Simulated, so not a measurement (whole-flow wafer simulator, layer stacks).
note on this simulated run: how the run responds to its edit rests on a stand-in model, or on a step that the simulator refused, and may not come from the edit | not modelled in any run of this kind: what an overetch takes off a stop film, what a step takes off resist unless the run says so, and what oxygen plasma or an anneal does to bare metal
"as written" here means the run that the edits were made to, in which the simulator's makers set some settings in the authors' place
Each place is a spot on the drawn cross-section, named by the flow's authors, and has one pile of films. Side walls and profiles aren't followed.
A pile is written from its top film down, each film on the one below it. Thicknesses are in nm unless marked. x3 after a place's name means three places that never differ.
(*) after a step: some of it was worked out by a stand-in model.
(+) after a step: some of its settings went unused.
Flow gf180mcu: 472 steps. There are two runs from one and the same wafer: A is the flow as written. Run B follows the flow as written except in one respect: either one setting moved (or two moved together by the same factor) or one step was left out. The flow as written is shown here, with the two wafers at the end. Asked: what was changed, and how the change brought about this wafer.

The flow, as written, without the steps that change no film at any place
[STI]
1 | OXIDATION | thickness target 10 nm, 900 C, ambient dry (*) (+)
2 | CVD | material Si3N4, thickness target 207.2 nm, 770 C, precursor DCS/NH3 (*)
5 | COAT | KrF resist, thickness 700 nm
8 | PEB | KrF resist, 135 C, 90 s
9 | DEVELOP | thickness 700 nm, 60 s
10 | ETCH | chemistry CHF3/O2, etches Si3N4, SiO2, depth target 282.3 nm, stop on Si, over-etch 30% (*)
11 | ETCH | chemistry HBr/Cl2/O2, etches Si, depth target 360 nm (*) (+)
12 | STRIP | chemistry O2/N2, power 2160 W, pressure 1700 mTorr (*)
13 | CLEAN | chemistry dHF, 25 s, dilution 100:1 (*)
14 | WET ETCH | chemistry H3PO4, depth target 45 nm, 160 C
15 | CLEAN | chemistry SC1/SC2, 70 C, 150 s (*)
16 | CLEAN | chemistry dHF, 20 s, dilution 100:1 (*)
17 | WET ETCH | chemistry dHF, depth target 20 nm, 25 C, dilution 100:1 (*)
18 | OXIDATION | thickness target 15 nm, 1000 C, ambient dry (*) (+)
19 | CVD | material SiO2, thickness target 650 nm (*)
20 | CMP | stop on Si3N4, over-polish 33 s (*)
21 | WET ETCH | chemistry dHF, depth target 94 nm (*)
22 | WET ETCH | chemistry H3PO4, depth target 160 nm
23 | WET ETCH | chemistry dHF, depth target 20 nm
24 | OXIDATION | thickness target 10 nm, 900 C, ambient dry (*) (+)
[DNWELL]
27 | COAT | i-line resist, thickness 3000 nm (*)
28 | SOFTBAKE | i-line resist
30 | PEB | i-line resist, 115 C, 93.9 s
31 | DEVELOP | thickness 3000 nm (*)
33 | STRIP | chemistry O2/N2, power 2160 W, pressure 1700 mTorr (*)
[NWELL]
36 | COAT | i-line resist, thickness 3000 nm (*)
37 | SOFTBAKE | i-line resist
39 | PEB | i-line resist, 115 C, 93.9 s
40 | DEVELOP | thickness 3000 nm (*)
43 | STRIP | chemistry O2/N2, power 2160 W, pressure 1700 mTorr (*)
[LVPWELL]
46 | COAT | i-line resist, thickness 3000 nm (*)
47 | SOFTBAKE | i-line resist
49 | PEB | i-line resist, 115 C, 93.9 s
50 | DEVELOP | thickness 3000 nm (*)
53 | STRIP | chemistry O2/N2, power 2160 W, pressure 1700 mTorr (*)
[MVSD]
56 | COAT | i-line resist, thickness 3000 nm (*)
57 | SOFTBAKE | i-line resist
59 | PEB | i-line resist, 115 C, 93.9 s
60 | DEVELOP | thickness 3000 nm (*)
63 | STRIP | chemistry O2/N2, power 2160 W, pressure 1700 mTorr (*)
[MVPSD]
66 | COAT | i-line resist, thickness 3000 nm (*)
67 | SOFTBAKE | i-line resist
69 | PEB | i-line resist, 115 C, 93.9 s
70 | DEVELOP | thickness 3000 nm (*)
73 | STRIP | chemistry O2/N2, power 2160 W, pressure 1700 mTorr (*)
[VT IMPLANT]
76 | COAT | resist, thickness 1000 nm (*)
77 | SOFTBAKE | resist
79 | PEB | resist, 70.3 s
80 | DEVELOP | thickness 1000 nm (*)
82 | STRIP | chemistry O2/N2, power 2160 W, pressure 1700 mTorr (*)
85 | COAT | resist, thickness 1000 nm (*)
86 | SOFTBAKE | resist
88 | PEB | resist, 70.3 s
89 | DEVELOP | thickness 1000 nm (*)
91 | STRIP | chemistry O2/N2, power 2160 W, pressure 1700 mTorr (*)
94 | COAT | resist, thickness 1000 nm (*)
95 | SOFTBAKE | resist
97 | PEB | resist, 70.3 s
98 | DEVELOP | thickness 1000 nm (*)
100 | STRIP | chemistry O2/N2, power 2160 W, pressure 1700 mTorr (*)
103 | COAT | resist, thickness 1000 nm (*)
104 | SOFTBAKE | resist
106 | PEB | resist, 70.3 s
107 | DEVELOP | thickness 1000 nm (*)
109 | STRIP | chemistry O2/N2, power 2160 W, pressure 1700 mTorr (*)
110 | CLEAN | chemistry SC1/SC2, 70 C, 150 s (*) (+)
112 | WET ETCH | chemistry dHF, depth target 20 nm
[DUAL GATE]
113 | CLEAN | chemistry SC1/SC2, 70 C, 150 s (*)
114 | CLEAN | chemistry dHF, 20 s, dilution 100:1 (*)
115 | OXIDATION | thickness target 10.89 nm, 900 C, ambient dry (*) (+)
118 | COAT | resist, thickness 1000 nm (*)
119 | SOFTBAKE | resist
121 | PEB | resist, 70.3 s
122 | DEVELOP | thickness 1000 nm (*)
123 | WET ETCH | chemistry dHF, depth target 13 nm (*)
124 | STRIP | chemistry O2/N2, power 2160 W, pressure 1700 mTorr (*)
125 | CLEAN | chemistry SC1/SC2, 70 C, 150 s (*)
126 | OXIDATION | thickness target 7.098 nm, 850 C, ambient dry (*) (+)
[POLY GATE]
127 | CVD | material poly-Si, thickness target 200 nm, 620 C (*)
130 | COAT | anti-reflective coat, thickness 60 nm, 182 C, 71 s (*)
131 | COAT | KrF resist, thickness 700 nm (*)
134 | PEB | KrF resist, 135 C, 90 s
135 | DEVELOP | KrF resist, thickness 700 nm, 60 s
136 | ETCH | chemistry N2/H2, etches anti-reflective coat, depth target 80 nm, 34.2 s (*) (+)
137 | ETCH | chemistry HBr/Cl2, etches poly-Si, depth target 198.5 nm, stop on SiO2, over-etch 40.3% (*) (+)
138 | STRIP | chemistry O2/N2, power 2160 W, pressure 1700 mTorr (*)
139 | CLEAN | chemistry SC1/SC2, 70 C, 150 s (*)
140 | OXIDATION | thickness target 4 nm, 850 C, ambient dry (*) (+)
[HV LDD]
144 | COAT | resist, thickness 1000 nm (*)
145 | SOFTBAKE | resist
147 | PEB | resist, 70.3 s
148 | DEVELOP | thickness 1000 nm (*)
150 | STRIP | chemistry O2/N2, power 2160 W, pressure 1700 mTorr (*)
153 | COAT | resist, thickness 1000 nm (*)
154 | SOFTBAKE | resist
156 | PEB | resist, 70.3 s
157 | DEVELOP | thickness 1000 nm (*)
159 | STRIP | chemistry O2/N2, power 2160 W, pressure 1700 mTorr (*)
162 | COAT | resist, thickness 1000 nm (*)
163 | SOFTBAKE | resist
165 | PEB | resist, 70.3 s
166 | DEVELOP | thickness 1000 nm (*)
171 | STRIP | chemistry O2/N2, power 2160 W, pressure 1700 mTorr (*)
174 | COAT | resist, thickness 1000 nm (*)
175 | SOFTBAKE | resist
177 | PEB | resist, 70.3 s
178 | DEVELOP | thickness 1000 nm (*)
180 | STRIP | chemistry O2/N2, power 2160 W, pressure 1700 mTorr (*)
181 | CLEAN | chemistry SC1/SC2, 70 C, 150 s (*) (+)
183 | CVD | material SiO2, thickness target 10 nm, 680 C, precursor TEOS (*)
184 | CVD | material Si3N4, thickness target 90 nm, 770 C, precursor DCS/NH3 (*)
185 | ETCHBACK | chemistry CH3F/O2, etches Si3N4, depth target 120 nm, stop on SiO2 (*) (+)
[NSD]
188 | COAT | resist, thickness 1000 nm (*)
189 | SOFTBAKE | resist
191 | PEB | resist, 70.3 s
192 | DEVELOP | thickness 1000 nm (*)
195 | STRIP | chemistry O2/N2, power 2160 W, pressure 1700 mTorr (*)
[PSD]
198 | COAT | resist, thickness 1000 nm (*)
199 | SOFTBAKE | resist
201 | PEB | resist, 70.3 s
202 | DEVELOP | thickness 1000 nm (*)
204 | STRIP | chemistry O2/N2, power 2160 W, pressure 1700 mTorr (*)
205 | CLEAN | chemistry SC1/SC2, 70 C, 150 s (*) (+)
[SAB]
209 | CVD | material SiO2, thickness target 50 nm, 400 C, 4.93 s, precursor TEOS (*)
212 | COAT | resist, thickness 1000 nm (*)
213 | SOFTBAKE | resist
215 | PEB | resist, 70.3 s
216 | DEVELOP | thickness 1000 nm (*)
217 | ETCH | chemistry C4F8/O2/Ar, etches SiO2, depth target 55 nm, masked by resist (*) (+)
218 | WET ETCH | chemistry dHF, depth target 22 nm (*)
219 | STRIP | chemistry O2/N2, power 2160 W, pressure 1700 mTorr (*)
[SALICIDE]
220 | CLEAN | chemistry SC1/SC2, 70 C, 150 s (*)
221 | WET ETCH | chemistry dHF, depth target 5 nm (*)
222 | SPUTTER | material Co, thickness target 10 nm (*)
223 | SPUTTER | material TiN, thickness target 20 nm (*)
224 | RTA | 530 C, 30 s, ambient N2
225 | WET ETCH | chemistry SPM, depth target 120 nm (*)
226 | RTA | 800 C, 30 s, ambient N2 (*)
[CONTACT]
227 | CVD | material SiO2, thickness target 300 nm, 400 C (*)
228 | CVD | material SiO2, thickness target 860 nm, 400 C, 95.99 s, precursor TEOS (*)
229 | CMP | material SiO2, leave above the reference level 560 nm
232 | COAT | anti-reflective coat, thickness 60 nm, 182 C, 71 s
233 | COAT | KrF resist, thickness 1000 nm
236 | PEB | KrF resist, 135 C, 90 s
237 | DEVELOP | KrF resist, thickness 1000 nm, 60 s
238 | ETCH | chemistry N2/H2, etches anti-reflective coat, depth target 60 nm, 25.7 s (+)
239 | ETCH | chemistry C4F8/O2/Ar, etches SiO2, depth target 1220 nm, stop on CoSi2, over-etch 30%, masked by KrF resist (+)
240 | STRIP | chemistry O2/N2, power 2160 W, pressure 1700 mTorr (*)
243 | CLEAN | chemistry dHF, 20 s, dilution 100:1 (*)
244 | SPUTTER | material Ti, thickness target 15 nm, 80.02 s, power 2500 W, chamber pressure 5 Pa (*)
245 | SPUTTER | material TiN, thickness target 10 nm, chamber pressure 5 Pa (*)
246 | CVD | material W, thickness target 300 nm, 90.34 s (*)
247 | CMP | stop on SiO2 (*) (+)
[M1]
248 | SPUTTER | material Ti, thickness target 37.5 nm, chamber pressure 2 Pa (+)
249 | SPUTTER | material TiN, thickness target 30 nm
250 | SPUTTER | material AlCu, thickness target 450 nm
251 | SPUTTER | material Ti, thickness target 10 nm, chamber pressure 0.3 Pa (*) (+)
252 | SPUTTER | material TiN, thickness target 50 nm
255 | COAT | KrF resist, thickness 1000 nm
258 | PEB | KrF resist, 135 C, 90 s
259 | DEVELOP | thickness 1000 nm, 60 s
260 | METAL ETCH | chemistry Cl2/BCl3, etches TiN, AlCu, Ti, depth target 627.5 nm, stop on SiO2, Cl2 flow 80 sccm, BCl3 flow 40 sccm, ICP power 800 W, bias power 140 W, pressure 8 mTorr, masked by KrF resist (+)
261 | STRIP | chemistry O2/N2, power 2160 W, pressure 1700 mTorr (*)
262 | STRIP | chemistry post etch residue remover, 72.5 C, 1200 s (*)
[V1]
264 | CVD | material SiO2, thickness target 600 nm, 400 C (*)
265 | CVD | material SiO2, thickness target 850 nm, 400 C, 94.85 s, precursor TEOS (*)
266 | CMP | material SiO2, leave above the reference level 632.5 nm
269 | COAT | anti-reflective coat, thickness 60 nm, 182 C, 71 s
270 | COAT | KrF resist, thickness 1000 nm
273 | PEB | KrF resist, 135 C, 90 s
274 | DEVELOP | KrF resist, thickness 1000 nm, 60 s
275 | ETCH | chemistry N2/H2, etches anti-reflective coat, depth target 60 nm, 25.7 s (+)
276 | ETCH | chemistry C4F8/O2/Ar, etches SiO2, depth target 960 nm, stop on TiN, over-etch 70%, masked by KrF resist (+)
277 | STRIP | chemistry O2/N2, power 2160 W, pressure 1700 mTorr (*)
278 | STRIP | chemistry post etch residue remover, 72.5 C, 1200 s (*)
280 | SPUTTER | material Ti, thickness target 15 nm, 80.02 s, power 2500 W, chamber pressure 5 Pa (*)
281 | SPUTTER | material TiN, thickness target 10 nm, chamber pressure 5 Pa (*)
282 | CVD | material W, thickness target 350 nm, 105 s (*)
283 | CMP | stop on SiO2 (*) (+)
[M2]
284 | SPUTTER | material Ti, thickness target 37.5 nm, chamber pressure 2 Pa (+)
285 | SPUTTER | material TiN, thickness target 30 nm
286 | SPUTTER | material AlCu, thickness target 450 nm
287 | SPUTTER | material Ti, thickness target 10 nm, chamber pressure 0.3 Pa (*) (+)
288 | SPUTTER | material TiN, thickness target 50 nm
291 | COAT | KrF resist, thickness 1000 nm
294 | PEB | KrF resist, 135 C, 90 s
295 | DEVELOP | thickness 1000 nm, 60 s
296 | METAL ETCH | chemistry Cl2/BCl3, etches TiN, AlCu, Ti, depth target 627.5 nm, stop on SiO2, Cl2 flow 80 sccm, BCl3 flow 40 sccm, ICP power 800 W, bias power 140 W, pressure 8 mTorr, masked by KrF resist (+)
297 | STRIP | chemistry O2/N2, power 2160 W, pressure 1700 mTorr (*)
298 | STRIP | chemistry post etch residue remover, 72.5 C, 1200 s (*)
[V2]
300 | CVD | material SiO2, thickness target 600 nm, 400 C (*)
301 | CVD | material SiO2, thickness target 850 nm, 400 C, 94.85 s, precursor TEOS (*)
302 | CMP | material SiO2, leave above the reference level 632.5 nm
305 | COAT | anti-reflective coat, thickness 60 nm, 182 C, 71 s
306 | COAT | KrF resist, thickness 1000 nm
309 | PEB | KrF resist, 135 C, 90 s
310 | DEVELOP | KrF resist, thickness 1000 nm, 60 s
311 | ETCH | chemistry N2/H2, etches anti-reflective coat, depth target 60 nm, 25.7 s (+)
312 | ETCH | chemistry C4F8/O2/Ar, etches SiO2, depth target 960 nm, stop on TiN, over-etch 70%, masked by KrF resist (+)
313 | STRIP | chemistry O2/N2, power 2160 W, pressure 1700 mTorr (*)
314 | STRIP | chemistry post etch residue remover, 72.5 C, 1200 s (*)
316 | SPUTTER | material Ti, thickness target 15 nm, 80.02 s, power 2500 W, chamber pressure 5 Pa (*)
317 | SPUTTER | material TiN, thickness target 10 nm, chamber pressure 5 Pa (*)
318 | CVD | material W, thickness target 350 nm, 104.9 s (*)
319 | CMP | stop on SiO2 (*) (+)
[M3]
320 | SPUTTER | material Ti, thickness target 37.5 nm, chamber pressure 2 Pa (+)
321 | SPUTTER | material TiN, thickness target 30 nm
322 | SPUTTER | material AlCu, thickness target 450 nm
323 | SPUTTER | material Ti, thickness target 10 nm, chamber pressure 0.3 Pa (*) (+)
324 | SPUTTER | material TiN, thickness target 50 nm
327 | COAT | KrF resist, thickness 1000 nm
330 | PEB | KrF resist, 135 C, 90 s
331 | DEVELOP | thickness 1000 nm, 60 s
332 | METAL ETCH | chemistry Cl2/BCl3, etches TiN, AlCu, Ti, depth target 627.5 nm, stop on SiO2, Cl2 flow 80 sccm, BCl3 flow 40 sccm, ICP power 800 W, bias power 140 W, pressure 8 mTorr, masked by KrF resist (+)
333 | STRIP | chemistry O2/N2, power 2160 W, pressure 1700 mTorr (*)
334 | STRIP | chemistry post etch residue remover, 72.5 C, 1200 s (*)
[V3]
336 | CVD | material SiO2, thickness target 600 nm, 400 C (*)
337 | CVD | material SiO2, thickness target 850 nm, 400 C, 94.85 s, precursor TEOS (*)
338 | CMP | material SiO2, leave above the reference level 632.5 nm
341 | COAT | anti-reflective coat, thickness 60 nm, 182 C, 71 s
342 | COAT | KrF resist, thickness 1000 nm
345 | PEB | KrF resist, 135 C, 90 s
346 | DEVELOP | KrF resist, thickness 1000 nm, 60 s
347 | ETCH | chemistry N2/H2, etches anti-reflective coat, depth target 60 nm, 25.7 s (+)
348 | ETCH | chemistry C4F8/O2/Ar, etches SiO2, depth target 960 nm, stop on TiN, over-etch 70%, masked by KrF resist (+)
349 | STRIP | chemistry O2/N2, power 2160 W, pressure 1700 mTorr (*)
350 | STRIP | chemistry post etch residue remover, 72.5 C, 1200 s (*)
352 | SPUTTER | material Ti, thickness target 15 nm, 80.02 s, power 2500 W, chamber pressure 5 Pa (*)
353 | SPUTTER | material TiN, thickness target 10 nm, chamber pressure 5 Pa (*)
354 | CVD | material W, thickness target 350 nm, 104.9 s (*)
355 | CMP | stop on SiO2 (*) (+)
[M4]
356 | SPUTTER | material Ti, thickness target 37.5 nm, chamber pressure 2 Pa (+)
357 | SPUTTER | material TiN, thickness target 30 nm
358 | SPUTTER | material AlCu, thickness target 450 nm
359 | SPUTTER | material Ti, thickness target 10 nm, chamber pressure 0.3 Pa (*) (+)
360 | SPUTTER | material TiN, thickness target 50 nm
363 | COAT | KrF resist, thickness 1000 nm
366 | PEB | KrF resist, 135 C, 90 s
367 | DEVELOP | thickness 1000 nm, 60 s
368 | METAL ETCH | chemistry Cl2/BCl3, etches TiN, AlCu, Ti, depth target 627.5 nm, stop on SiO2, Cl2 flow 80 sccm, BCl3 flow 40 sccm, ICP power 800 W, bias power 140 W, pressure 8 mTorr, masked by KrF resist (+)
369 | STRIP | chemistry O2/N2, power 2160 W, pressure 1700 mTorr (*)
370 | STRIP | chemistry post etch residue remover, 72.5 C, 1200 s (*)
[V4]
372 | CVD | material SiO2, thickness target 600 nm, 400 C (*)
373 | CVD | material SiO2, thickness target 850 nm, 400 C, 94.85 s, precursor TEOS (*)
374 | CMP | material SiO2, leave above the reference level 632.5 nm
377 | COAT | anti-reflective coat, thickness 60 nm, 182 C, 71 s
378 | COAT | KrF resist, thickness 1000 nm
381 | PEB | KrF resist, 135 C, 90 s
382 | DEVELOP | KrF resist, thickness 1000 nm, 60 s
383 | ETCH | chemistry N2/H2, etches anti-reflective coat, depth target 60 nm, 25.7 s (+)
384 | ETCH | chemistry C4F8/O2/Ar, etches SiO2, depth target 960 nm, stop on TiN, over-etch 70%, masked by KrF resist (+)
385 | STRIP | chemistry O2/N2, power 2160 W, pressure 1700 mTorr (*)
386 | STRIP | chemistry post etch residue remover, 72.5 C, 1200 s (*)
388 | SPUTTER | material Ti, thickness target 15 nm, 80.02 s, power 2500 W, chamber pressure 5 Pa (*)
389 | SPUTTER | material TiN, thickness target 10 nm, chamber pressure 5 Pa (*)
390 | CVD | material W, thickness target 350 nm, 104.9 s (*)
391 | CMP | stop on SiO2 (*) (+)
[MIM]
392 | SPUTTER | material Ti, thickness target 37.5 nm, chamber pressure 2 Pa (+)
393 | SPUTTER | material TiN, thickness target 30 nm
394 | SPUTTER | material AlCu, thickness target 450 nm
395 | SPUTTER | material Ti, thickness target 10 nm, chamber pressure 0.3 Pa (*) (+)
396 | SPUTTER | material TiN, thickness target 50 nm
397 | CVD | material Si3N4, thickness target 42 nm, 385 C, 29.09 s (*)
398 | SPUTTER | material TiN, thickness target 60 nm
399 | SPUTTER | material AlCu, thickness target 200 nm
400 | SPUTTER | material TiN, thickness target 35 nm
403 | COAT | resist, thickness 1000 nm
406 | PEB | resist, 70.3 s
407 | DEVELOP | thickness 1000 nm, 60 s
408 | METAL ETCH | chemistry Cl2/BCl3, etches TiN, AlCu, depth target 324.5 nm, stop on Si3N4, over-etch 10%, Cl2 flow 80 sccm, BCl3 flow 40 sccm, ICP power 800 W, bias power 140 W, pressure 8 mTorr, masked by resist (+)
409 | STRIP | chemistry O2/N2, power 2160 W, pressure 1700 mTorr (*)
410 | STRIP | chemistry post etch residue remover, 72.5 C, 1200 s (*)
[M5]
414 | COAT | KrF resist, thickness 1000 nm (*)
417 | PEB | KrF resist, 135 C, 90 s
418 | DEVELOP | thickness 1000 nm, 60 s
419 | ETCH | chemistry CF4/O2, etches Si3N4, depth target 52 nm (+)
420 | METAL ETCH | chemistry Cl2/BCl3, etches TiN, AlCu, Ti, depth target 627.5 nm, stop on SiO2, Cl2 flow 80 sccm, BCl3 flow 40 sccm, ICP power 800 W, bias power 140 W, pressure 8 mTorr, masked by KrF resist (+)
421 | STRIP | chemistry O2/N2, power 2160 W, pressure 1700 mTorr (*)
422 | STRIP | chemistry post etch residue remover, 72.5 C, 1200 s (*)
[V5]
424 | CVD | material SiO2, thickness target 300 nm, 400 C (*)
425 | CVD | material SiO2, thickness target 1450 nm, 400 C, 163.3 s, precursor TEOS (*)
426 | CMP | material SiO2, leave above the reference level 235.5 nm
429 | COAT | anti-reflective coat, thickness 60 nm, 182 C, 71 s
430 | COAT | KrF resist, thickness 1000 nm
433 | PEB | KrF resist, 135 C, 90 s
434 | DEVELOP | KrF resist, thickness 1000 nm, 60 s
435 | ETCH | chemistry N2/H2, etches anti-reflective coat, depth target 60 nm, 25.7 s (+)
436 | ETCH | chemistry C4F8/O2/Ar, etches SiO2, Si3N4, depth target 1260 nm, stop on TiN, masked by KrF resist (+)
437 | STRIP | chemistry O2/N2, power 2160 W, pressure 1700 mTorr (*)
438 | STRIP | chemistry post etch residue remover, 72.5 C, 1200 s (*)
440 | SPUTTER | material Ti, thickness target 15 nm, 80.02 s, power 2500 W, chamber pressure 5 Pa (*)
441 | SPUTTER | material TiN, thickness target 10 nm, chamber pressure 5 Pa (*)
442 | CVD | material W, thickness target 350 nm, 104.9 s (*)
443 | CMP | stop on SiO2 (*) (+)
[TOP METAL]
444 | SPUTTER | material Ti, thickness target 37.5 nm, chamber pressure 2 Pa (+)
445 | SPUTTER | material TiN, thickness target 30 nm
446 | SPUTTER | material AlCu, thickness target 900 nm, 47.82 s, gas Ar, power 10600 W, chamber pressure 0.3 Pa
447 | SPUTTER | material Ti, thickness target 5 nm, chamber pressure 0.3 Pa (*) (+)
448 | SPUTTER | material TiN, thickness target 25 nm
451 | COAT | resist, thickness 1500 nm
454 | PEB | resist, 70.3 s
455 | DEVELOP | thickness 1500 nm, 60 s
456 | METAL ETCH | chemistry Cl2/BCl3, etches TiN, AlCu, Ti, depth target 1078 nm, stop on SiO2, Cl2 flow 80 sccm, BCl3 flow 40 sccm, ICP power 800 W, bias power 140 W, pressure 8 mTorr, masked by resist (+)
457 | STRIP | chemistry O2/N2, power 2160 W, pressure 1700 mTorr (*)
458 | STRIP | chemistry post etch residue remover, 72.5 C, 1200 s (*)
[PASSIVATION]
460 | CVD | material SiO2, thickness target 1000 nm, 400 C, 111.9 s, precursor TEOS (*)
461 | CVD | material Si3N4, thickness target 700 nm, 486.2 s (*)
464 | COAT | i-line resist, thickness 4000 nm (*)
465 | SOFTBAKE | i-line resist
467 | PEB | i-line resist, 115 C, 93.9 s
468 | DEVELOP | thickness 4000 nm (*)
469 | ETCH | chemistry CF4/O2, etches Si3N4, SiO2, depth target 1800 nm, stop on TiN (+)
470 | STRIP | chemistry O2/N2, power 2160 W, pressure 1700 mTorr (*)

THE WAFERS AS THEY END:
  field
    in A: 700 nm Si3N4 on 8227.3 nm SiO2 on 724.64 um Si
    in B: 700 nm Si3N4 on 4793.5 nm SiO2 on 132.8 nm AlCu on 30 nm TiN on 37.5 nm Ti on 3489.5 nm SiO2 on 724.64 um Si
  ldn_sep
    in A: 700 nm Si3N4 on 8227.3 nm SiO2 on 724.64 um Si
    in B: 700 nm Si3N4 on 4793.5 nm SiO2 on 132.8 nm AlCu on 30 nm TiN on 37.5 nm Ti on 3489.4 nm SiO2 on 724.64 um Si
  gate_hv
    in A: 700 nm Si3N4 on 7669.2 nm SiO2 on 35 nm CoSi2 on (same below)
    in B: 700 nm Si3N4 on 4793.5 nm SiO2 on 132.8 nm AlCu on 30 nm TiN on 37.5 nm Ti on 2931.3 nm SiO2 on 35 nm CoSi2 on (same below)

Cause: step 322, SPUTTER: thickness target 706 nm was run, while the flow as written has thickness target 450 nm.

The path from the change to this, step by step:
  322 | SPUTTER | material AlCu, thickness target 450 nm
      field, field__w1, field__w2 and 108 more: A +450 AlCu (new film) | B +706 AlCu (new film)
  332 | METAL ETCH | chemistry Cl2/BCl3, etches TiN, AlCu, Ti, depth target 627.5 nm, stop on SiO2, Cl2 flow 80 sccm, BCl3 flow 40 sccm, ICP power 800 W, bias power 140 W, pressure 8 mTorr, masked by KrF resist (+)
      field, field__w1, field__w2 and 103 more: A -50 TiN (all of it), -10 Ti (all of it), -450 AlCu (all of it), -30 TiN (all of it), -37.5 Ti (all of it) | B -50 TiN (all of it), -10 Ti (all of it), -567.5 AlCu
  334 | STRIP | chemistry post etch residue remover, 72.5 C, 1200 s (*)
      field, field__w1, field__w2 and 103 more: A nothing | B -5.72 AlCu
  336 | CVD | material SiO2, thickness target 600 nm, 400 C (*)
      field, field__w1, field__w2 and 103 more: A +600 SiO2 | B +600 SiO2 (new film)
  338 | CMP | material SiO2, leave above the reference level 632.5 nm
      field, field__w1, field__w2 and 103 more: A -300 SiO2 | B -244.3 SiO2
With metal films that touch counted as one body, field has 1 body; the flow as written gives 0 bodies.
With metal films that touch counted as one body, ldn_sep has 1 body; the flow as written gives 0 bodies.
With metal films that touch counted as one body, gate_hv has 2 bodies (between them, from the top down: SiO2 2931.3); the flow as written gives 1 body.
